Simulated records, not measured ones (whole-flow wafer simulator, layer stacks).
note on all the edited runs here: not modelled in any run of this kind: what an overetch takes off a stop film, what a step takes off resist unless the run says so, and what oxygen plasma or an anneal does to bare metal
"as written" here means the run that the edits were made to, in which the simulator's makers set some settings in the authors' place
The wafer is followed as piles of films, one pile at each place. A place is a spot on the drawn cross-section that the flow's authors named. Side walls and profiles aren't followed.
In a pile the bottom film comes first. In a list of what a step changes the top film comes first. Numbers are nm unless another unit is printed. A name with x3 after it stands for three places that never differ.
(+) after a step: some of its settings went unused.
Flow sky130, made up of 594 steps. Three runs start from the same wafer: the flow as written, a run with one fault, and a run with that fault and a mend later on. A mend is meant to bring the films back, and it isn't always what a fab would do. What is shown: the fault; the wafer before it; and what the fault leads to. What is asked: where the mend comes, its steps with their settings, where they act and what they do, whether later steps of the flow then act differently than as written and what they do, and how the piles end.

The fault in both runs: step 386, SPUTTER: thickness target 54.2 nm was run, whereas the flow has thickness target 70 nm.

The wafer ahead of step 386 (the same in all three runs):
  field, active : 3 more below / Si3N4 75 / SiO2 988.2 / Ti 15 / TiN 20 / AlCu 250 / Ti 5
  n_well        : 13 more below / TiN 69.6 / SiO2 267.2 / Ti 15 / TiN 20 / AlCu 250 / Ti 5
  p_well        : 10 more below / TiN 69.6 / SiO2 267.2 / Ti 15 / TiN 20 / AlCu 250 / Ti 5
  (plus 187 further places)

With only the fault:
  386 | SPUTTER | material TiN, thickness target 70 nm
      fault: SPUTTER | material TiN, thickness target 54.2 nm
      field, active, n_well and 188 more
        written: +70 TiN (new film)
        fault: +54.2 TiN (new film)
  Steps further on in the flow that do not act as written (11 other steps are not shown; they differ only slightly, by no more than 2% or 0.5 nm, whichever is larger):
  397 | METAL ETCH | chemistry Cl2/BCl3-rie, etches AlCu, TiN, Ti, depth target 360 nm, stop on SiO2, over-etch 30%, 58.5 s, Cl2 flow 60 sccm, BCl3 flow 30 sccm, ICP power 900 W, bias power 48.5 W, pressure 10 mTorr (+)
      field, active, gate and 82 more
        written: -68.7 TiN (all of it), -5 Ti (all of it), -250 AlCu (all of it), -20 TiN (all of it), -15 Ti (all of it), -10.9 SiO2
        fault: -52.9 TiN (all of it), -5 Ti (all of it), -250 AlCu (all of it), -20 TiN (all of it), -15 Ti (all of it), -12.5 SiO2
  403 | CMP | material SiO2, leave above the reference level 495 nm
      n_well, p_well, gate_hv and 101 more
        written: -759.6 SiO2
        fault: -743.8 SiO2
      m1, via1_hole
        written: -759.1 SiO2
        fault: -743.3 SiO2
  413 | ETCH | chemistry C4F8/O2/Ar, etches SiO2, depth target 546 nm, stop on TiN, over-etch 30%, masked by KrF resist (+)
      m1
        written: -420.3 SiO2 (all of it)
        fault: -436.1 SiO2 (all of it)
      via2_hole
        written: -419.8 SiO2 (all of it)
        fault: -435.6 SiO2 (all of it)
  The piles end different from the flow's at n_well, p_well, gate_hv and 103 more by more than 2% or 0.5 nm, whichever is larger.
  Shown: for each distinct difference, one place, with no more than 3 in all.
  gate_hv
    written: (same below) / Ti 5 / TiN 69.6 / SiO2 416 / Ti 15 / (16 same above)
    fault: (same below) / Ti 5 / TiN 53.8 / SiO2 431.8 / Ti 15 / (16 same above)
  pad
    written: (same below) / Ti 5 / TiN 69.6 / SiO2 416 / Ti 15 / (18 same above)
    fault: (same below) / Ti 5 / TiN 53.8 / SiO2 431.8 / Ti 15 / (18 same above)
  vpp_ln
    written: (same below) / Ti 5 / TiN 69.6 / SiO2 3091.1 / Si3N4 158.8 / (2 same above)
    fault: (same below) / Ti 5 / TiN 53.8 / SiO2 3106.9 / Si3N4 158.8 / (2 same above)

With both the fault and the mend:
  After step 386 comes the mend.
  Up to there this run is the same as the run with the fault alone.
  386a | SPUTTER | material TiN, thickness target 15.8 nm (the flow's step 386 again, with other settings)
      field, active, n_well and 188 more
        +15.8 TiN
  Later steps of the flow that are run all act as written at every place that is followed.
  At every place that both follow, the piles at the end match the flow's.
